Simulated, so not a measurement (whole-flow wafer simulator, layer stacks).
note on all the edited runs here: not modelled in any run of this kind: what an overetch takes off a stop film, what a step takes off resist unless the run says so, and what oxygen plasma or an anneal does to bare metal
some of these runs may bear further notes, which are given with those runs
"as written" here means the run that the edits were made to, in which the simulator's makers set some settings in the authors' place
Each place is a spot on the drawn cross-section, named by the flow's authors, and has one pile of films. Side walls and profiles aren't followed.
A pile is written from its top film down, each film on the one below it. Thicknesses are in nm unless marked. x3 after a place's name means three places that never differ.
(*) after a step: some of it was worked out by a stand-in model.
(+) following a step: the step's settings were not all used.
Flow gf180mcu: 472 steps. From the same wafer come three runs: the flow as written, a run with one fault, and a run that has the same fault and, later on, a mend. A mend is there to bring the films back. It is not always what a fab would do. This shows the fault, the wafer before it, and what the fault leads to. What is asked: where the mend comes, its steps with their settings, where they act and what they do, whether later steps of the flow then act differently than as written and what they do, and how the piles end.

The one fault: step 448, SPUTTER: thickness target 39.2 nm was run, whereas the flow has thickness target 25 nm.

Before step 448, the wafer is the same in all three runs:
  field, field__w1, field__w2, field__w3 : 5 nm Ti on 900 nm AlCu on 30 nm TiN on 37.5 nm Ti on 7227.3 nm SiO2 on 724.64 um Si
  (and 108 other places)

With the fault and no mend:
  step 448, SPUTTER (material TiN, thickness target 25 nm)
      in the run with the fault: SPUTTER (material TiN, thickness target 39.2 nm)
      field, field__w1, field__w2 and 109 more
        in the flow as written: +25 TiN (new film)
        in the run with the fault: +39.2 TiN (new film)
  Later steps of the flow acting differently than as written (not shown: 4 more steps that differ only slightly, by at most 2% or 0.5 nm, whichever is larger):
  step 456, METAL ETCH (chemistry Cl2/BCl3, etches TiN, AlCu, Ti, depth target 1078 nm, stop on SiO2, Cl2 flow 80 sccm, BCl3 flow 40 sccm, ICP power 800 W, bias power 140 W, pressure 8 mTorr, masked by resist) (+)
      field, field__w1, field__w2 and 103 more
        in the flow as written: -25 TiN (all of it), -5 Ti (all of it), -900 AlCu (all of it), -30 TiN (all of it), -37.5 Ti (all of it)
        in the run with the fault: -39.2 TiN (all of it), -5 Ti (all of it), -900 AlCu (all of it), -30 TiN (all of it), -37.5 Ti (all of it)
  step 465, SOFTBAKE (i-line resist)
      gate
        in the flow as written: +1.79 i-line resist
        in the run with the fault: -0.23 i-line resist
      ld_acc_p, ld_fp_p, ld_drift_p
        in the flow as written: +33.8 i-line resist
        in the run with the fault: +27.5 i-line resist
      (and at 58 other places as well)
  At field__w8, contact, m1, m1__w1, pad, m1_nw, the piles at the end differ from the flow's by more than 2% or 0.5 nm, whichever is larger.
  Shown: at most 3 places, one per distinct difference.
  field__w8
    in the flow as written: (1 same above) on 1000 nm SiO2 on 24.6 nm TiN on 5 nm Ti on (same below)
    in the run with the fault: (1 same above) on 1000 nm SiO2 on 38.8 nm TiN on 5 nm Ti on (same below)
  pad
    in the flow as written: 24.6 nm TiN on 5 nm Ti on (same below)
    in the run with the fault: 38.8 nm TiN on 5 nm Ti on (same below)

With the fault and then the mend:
  After step 455 comes the mend.
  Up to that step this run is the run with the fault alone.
  step 455a, STRIP (chemistry O2/N2, power 2160 W, pressure 1700 mTorr) (*)
      field__w8, contact, m1, m1__w1, pad, m1_nw
        -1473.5 resist (all of it)
  step 455b, METAL ETCH (chemistry Cl2/BCl3, etches TiN, AlCu, Ti, depth target 14.2 nm, Cl2 flow 80 sccm, BCl3 flow 40 sccm, ICP power 800 W, bias power 140 W, pressure 8 mTorr) (the flow's step 260 again, with other settings)
      field, field__w1, field__w2 and 109 more
        -14.2 TiN
  step 455c, HMDS (120 C, 60 s) (the flow's step 450 again)
      does not change any film at any place that is followed
  step 455d, COAT (resist, thickness 1500 nm) (the flow's step 451 again)
      field, field__w1, field__w2 and 109 more
        +1500 resist (new film)
  step 455e, SOFTBAKE (resist) (the flow's step 452 again)
      does not change any film at any place that is followed
  step 455f, EXPOSE (photomask MetalTop) (the flow's step 453 again)
      does not change any film at any place that is followed
  step 455g, PEB (resist, 70.3 s) (the flow's step 454 again)
      field, field__w1, field__w2 and 109 more
        -26.5 resist
  step 455h, DEVELOP (thickness 1500 nm, 60 s) (the flow's step 455 again)
      field, field__w1, field__w2 and 103 more
        -1473.5 resist (all of it)
  Later steps of the flow that are run all act as written at every place that is followed.
  At every place that both follow, the piles at the end match the flow's.
